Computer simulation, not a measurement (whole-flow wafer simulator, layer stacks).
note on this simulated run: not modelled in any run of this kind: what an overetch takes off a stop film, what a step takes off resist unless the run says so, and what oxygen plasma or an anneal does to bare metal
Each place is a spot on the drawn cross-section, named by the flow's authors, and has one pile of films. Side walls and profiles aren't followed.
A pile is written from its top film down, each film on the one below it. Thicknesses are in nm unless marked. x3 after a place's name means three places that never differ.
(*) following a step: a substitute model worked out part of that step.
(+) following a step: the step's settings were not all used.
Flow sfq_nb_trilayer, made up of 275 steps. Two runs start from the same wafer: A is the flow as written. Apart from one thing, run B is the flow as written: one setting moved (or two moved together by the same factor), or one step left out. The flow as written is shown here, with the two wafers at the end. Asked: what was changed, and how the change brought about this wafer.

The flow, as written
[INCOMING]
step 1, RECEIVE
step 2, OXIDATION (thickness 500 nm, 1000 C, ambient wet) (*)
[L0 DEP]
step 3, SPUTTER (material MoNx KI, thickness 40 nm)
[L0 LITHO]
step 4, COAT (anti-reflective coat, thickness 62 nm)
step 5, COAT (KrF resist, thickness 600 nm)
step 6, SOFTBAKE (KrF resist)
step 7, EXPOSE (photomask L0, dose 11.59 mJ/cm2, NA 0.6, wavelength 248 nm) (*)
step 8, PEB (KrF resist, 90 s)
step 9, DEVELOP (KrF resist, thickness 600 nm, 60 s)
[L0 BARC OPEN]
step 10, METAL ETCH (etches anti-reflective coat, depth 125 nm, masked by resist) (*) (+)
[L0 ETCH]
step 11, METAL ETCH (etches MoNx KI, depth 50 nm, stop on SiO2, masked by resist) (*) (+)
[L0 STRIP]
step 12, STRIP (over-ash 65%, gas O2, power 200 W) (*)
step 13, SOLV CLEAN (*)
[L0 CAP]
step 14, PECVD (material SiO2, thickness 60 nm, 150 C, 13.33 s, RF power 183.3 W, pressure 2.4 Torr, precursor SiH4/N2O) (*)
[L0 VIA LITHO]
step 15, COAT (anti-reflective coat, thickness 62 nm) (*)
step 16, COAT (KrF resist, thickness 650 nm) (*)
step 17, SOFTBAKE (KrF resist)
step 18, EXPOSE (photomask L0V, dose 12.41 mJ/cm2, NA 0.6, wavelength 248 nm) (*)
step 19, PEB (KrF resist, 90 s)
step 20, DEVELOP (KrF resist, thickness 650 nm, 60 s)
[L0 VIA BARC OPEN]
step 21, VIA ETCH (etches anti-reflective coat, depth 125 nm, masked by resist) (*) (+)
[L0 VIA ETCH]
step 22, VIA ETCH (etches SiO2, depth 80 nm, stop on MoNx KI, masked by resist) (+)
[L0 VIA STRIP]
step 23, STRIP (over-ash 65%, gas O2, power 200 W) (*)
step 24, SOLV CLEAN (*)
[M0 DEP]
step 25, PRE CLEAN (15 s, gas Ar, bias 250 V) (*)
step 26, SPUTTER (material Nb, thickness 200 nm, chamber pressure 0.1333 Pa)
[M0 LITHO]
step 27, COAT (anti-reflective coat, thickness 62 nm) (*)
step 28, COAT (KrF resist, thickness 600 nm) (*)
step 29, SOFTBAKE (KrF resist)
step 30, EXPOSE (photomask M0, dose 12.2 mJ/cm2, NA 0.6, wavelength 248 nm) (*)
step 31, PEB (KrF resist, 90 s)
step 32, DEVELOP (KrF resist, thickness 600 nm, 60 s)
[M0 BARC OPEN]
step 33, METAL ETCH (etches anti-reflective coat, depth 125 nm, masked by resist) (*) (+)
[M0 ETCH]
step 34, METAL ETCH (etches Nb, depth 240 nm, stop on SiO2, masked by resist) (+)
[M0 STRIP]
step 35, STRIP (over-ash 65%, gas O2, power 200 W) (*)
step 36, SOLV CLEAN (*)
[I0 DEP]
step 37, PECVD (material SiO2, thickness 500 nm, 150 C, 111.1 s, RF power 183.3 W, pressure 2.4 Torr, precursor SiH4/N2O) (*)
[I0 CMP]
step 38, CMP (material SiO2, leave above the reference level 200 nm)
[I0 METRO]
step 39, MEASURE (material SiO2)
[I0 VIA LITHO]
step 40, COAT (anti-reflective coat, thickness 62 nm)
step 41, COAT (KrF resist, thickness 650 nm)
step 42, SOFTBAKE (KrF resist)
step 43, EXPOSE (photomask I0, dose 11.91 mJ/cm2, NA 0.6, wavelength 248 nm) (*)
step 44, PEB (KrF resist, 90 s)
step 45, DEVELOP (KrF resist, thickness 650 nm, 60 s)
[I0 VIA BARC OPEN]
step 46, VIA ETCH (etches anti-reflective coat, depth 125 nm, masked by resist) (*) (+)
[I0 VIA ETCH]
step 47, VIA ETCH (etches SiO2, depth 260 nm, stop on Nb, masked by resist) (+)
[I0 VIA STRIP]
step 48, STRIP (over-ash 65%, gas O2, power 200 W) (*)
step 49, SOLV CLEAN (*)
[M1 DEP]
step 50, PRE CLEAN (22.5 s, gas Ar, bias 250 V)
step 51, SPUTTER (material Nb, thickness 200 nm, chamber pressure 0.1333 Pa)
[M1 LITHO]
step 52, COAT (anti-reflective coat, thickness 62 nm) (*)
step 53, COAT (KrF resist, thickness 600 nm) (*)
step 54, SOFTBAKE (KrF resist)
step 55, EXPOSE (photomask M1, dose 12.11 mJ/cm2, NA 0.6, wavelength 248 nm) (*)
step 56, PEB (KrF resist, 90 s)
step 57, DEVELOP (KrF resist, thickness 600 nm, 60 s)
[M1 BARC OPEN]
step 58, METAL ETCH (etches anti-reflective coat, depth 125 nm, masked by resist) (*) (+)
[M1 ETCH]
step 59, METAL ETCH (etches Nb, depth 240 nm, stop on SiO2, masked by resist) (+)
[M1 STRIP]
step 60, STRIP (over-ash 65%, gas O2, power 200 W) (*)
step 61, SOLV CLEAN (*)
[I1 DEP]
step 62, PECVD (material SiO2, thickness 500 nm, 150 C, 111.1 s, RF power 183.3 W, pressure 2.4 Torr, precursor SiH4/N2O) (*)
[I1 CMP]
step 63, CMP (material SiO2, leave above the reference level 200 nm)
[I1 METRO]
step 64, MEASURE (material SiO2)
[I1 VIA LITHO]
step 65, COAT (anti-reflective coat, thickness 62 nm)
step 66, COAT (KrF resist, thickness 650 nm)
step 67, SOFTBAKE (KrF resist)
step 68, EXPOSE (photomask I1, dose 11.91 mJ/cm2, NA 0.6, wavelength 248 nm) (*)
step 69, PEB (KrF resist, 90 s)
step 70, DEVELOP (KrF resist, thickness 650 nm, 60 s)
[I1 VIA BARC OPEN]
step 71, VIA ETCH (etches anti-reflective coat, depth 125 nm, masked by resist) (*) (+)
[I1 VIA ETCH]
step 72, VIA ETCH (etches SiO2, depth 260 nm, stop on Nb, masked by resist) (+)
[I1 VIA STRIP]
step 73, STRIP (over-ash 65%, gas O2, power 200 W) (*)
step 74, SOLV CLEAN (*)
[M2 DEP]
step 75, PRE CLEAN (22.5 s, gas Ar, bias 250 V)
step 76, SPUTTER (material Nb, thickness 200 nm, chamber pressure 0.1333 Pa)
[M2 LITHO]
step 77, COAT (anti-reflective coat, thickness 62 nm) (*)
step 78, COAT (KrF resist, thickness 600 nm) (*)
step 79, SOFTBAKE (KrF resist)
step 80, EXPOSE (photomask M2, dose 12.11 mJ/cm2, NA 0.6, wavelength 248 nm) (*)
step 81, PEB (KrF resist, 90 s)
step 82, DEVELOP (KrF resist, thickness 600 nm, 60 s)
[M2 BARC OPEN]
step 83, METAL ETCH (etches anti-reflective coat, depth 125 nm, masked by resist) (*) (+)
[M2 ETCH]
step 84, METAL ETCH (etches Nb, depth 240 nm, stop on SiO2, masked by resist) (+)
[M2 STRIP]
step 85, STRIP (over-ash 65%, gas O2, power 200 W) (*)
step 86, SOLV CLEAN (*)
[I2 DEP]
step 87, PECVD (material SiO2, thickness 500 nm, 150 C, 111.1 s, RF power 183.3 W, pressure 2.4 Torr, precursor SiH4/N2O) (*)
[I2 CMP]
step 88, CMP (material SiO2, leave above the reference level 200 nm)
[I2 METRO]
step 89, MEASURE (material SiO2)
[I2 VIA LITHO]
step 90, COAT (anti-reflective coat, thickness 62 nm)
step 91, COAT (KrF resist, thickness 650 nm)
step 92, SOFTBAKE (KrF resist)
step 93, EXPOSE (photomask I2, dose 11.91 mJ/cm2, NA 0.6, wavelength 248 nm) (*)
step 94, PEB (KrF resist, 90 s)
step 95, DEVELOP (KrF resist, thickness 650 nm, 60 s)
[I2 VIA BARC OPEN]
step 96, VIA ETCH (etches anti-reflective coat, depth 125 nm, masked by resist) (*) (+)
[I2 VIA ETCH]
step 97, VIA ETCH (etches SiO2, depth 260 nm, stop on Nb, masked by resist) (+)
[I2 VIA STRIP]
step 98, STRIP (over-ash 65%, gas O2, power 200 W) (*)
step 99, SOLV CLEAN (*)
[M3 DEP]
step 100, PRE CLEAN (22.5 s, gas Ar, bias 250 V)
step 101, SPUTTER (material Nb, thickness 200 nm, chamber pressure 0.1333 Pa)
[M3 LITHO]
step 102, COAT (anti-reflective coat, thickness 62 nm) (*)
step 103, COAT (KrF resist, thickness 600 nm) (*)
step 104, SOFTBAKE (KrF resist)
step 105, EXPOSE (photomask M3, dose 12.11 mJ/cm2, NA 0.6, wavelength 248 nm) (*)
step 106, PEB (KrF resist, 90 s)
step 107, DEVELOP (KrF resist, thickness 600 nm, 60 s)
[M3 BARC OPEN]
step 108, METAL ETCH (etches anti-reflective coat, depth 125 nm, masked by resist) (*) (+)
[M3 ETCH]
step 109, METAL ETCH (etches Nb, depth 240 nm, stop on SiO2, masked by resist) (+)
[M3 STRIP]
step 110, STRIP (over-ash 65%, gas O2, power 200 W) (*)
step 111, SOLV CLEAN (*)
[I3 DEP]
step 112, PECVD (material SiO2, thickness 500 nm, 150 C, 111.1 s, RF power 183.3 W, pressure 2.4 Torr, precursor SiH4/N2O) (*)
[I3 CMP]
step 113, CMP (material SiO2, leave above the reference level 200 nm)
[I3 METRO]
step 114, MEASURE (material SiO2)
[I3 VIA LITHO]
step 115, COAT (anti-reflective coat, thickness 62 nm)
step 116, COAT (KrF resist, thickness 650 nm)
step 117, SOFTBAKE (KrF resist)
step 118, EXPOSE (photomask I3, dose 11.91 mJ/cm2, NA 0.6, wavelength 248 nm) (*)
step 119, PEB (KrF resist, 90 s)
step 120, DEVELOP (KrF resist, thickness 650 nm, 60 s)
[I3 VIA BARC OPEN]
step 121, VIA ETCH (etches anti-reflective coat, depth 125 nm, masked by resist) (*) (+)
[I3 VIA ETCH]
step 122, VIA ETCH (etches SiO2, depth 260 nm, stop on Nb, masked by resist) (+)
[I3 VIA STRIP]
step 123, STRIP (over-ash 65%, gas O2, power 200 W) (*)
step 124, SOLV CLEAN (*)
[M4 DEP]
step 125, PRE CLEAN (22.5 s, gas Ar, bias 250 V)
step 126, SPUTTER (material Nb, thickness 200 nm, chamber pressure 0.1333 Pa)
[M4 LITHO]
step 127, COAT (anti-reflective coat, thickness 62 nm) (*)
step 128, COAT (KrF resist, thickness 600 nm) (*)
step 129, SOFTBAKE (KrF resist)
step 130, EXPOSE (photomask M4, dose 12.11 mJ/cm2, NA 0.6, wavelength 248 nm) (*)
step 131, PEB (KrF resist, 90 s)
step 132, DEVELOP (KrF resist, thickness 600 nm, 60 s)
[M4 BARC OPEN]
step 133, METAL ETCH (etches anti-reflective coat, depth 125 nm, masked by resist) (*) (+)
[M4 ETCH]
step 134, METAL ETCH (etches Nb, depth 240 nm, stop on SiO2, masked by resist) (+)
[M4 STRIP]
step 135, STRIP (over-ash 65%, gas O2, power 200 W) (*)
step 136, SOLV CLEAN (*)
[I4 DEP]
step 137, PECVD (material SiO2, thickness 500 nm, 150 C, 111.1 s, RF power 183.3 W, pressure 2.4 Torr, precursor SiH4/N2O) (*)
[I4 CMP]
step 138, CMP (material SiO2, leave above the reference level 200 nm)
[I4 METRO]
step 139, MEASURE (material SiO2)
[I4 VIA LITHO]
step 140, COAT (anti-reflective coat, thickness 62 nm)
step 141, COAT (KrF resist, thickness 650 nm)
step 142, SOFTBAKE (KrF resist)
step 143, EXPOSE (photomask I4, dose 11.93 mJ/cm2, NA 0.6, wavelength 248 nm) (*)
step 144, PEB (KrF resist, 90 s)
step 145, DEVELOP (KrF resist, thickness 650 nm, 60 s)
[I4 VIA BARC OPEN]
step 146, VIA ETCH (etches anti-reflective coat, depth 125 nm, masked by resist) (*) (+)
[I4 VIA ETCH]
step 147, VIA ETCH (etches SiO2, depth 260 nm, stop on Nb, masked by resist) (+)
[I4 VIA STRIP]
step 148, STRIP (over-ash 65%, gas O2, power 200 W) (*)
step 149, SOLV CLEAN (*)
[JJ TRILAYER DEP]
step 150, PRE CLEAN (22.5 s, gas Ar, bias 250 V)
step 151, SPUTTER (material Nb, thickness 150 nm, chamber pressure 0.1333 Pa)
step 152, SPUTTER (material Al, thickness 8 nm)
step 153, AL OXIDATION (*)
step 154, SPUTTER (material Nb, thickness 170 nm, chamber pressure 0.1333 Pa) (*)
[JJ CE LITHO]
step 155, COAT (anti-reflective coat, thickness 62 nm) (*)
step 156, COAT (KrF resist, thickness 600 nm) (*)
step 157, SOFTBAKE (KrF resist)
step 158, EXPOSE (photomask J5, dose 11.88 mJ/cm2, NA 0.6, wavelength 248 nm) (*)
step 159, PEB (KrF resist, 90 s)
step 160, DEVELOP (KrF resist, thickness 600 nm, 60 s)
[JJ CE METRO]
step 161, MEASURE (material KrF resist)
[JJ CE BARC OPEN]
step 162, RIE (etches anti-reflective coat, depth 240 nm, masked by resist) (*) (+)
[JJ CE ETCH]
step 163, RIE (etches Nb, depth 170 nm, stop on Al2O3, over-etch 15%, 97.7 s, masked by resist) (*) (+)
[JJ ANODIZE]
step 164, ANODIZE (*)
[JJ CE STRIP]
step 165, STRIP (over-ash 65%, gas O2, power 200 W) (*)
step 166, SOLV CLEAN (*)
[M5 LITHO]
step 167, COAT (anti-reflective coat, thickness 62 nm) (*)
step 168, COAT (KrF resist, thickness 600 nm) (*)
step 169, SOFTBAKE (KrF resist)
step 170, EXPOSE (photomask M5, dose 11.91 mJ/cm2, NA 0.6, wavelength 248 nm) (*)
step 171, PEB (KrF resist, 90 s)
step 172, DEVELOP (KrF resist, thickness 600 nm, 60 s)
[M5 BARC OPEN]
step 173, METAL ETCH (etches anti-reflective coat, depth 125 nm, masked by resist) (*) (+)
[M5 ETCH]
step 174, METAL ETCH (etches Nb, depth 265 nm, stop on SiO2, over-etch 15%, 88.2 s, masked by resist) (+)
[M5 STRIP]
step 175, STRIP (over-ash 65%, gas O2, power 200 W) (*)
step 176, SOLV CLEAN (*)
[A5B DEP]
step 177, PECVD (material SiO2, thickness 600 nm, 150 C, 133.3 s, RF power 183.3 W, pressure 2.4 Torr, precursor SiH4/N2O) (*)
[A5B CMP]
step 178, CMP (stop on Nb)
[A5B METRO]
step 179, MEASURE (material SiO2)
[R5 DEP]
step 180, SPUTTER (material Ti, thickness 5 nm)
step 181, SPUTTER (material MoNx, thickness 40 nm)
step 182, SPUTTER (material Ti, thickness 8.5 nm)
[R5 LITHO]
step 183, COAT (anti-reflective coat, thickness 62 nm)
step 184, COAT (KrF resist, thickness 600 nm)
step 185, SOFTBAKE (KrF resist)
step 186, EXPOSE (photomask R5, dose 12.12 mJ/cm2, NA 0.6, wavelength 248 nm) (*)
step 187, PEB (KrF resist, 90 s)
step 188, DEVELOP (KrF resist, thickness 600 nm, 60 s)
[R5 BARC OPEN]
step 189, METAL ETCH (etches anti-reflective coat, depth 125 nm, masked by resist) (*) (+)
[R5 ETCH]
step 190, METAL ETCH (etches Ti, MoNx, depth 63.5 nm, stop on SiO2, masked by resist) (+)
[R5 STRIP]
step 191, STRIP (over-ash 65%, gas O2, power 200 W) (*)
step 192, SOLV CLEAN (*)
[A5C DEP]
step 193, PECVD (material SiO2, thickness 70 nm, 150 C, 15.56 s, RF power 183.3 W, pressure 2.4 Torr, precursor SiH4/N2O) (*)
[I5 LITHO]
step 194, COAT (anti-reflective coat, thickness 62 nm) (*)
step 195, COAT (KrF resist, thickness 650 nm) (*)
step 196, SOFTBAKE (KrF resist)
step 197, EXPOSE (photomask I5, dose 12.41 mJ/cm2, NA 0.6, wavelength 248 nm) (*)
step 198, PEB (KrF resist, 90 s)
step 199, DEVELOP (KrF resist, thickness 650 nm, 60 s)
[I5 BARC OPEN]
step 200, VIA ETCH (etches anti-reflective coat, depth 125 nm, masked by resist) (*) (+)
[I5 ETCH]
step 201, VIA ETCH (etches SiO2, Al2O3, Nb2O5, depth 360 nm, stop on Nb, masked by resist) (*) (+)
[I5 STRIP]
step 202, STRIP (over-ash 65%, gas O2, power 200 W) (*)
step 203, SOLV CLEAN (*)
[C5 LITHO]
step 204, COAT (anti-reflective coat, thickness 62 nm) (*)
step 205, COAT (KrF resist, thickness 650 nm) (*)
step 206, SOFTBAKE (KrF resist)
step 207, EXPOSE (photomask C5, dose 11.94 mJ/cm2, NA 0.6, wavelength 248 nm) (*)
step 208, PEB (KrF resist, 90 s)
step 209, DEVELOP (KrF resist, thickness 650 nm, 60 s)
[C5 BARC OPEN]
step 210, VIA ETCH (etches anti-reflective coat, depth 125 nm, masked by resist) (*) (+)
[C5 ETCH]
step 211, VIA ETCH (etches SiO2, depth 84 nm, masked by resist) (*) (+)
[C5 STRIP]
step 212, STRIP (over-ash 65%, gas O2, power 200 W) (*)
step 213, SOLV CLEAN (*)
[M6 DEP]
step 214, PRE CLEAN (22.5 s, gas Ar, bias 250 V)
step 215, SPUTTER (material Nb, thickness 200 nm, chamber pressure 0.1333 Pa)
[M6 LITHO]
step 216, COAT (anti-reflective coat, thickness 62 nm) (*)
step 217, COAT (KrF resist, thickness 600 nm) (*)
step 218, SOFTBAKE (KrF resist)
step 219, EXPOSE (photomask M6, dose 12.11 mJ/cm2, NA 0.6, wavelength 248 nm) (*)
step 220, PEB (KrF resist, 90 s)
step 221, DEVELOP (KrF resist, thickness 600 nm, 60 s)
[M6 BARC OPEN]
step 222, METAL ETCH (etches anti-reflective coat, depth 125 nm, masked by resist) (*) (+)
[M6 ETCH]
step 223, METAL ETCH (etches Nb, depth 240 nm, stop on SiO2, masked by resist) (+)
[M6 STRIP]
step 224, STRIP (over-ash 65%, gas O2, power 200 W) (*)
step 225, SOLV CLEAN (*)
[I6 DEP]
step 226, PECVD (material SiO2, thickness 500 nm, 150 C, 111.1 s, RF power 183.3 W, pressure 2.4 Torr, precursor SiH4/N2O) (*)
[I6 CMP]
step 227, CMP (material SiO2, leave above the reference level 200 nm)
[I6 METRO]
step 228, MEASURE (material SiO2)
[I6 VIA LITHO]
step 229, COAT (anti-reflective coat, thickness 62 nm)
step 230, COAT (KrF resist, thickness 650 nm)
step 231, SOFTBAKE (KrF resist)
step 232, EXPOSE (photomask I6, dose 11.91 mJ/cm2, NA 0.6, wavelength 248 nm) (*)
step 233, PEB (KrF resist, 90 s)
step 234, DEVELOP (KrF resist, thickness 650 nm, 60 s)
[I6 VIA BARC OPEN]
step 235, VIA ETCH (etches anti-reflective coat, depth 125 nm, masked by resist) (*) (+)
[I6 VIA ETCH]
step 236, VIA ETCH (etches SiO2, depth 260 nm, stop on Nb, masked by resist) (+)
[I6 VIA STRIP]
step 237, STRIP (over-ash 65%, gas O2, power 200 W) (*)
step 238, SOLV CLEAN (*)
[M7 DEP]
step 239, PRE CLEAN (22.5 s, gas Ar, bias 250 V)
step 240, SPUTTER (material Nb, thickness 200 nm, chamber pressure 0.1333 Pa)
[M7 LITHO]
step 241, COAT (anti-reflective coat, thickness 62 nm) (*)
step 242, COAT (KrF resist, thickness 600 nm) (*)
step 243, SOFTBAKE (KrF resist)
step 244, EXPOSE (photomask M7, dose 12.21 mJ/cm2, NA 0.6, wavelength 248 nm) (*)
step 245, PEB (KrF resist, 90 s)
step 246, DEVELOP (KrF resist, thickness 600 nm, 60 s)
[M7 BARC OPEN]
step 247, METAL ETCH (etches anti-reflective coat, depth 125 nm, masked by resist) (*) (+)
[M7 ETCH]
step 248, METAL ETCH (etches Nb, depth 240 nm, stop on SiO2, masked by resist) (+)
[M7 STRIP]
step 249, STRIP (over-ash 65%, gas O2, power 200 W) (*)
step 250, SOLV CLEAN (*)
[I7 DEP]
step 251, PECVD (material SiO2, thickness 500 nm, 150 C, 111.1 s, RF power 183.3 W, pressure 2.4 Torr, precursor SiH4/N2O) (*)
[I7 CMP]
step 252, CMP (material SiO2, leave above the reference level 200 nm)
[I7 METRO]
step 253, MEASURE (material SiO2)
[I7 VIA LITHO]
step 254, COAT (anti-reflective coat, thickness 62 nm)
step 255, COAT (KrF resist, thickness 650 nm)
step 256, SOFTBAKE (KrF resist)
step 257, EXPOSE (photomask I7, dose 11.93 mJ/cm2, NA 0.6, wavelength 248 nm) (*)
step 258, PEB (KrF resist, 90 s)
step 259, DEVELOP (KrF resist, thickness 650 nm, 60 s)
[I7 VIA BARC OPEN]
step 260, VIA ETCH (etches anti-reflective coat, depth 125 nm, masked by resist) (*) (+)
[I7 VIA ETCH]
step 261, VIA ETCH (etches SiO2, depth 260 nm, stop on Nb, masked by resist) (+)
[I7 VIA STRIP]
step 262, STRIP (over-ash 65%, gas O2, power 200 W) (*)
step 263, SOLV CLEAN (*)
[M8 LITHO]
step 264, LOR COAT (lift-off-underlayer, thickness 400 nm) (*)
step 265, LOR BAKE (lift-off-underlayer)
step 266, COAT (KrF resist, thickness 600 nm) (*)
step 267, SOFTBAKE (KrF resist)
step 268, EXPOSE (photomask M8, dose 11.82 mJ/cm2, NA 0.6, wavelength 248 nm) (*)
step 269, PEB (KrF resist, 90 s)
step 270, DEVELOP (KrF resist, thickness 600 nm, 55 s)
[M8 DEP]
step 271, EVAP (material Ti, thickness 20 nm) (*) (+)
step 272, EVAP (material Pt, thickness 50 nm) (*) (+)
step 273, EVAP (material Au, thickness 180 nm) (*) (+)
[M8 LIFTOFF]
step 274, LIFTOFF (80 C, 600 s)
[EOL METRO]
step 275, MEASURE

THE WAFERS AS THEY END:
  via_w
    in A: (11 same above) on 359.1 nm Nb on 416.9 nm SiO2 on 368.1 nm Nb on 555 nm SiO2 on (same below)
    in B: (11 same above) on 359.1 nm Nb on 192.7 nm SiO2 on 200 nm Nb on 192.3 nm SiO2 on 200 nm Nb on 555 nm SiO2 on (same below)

Cause: step 47, VIA ETCH: etches SiO2, depth 260 nm, stop on Nb, masked by resist (+), was not run.

The path from the change to this, step by step:
  step 48, STRIP (over-ash 65%, gas O2, power 200 W) (*)
      field_l, v_sur, via_wl and 102 more: A -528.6 KrF resist (all of it), -62 anti-reflective coat (all of it) | B -573.4 KrF resist (all of it), -62 anti-reflective coat (all of it)
  step 50, PRE CLEAN (22.5 s, gas Ar, bias 250 V)
      via_w: A -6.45 Nb | B -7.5 SiO2
  step 51, SPUTTER (material Nb, thickness 200 nm, chamber pressure 0.1333 Pa)
      via_w: A +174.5 Nb | B +200 Nb (new film)
  step 52, COAT (anti-reflective coat, thickness 62 nm) (*)
      via_wl: A +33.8 anti-reflective coat (new film) | B +62 anti-reflective coat (new film)
      via_w: A +123.1 anti-reflective coat (new film) | B +62.1 anti-reflective coat (new film)
      (as well as at 1 more place)
  step 53, COAT (KrF resist, thickness 600 nm) (*)
      v_sur: A +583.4 KrF resist (new film) | B +600 KrF resist (new film)
      via_w: A +731.8 KrF resist (new film) | B +600.1 KrF resist (new film)
      (as well as at 1 more place)
  step 60, STRIP (over-ash 65%, gas O2, power 200 W) (*)
      v_sur: A -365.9 KrF resist (all of it), -61.1 anti-reflective coat (all of it) | B -382.4 KrF resist (all of it), -62 anti-reflective coat (all of it)
      via_wl: A -385.5 KrF resist (all of it), -33.8 anti-reflective coat (all of it) | B -382.4 KrF resist (all of it), -62 anti-reflective coat (all of it)
      (as well as at 3 more places)
  step 62, PECVD (material SiO2, thickness 500 nm, 150 C, 111.1 s, RF power 183.3 W, pressure 2.4 Torr, precursor SiH4/N2O) (*)
      via_w: A +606 SiO2 (new film) | B +500 SiO2 (new film)
  step 63, CMP (material SiO2, leave above the reference level 200 nm)
      via_w: A -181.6 SiO2 | B -299.8 SiO2
Taking metal films that touch as one body, via_w has 6 bodies (between them, from the top down: SiO2 192.5; SiO2 427.3 / Al2O3 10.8 / Nb2O5 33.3; SiO2 425.9; SiO2 192.7; SiO2 192.3); the flow as written gives 5 bodies (between them, from the top down: SiO2 192.5; SiO2 427.3 / Al2O3 10.8 / Nb2O5 33.3; SiO2 425.9; SiO2 416.9).
